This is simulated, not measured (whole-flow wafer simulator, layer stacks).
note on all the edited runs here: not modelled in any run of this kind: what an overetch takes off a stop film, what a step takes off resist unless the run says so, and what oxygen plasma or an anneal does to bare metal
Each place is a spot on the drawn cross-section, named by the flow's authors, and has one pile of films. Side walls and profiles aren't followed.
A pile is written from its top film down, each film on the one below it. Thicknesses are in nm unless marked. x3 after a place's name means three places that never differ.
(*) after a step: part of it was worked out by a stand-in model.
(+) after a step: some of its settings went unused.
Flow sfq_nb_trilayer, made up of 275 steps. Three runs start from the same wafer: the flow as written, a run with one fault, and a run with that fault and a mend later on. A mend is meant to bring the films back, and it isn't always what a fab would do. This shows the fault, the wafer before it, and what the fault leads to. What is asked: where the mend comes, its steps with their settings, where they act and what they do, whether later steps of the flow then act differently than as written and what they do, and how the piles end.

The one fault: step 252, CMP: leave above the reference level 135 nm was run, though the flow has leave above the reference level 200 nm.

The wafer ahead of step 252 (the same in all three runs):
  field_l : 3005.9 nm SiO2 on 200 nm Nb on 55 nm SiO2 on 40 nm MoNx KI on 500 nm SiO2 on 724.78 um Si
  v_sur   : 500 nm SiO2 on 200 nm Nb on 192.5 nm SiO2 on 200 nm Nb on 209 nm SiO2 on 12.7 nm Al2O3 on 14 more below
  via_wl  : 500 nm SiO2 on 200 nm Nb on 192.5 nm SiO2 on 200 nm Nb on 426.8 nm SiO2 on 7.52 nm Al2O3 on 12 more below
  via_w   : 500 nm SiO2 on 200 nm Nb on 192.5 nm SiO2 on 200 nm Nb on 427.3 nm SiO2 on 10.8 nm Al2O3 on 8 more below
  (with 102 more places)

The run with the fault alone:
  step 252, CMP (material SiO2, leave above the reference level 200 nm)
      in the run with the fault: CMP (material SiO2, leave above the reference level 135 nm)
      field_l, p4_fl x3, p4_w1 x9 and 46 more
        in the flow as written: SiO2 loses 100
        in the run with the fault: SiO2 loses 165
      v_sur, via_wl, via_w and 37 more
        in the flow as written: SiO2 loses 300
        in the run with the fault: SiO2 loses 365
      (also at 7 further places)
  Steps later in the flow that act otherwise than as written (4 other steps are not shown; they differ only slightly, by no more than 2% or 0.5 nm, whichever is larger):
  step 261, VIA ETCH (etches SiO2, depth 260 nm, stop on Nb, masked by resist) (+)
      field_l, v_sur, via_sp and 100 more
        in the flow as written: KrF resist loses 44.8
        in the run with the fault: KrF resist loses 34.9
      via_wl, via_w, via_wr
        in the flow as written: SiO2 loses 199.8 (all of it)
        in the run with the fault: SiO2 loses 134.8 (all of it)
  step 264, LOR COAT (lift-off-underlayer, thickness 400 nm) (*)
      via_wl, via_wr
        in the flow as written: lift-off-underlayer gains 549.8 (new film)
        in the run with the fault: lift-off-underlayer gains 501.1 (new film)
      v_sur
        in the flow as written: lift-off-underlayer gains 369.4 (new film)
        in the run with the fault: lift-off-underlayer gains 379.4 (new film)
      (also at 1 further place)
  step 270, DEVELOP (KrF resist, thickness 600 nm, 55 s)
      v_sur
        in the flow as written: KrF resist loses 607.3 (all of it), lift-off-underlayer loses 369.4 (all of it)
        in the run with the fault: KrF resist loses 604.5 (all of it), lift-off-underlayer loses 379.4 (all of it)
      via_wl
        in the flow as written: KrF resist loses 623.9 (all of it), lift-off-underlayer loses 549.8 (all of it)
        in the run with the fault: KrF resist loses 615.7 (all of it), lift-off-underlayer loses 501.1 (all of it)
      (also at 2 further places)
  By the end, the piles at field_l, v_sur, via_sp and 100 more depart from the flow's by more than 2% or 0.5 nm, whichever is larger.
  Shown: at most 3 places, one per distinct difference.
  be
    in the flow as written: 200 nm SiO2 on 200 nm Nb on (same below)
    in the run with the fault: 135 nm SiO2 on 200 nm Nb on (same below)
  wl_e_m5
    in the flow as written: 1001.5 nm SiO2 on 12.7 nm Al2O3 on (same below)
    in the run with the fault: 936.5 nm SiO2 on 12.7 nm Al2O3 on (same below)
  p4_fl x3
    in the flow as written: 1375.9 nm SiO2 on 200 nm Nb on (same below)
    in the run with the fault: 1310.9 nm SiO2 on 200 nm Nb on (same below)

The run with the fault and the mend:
  The mend stands after step 253.
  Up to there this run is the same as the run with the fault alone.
  step 253a, PECVD (material SiO2, thickness 65 nm, 150 C, 14.44 s, RF power 183.3 W, pressure 2.4 Torr, precursor SiH4/N2O) (the flow's step 251 again, with other settings)
      field_l, v_sur, via_wl and 103 more
        SiO2 gains 65
  Every later step of the flow that is run acts as written at every place that is followed.
  The piles end the same as the flow's at every place that both follow.
